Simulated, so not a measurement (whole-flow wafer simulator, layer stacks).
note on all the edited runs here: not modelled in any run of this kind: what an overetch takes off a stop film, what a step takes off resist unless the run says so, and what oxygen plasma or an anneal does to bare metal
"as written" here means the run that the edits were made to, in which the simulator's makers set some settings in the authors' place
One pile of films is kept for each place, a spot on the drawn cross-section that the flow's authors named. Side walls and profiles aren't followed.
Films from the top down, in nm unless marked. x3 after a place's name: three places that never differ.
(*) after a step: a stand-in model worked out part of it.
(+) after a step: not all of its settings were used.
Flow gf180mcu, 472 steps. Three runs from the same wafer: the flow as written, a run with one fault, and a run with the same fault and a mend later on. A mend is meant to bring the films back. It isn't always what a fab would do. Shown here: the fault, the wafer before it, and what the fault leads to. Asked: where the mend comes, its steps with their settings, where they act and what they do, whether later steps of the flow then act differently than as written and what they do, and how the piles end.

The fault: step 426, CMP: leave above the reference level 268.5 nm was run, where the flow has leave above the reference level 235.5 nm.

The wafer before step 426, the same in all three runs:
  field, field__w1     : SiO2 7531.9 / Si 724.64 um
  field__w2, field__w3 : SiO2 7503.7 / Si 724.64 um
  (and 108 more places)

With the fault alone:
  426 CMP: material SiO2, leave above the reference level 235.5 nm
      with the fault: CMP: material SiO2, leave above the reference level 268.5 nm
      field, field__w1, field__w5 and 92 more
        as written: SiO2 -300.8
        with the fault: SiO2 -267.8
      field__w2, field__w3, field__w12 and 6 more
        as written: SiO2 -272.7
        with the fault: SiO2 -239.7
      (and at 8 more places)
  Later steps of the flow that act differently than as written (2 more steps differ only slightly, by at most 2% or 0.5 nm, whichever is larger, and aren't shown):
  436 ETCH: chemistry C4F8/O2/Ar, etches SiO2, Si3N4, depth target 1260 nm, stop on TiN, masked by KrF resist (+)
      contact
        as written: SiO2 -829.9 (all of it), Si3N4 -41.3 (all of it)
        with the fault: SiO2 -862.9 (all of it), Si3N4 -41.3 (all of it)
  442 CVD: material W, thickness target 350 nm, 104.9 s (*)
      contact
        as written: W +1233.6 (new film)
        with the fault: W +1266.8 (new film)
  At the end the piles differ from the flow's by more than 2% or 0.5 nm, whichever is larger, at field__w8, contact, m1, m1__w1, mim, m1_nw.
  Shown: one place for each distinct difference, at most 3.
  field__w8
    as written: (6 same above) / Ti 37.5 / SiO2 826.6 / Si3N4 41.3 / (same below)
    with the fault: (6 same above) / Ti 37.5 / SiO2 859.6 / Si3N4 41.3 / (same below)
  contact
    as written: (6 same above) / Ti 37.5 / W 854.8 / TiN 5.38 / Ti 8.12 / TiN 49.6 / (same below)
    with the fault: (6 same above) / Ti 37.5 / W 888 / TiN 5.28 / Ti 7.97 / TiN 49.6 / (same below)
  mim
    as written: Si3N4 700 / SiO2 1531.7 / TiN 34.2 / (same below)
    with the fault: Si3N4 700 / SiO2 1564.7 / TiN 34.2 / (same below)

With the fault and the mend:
  The mend comes after step 426.
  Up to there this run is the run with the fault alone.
  426a CMP: material SiO2, leave above the reference level 235.5 nm (the flow's step 426 once more)
      field, field__w1, field__w2 and 109 more
        SiO2 -33
  No later step of the flow acts differently than as written at any place that is followed.
  At the end the piles are the same as the flow's at every place that both follow.
